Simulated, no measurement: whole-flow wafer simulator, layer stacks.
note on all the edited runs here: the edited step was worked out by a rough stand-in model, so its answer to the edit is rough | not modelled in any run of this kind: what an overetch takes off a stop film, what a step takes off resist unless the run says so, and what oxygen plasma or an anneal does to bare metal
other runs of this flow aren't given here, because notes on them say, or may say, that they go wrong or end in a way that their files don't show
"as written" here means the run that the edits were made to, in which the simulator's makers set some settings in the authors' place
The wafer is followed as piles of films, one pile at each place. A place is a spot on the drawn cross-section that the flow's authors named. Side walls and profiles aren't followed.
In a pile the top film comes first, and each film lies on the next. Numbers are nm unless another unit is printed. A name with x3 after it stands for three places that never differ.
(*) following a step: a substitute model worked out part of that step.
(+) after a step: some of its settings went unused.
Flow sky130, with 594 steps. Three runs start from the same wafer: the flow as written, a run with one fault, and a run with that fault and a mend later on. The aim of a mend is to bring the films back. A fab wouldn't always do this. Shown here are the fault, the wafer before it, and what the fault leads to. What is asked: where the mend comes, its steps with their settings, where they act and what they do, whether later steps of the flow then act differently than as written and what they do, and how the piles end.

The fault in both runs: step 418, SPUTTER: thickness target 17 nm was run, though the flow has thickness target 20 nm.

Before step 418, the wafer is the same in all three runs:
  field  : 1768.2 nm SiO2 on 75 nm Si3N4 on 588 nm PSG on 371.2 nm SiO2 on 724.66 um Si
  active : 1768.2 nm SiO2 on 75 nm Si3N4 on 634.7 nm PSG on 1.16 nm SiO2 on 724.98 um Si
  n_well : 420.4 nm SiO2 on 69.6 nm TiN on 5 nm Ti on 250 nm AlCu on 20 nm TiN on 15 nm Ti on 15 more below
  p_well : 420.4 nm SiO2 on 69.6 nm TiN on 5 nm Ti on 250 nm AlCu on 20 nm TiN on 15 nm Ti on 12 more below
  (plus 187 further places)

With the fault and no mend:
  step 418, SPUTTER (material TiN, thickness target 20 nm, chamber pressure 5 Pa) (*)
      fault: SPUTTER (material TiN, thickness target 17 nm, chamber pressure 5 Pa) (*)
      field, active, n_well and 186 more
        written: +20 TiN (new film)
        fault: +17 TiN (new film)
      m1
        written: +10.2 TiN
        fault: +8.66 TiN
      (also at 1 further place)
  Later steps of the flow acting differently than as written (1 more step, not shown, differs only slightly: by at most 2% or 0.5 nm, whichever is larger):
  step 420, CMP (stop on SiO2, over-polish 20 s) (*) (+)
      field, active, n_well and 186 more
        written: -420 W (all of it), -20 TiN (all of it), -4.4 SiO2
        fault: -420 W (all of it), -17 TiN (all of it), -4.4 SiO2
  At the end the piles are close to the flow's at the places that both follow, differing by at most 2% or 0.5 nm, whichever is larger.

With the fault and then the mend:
  The mend follows step 418.
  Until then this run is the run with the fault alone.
  step 418a, SPUTTER (material TiN, thickness target 3 nm, chamber pressure 5 Pa) (*) (the flow's step 418 again, with other settings)
      field, active, n_well and 186 more
        +3 TiN
      m1
        +1.52 TiN
      via2_hole
        +1.5 TiN
  Later steps of the flow that are run all act as written at every place that is followed.
  At every place that both follow, the piles at the end match the flow's.
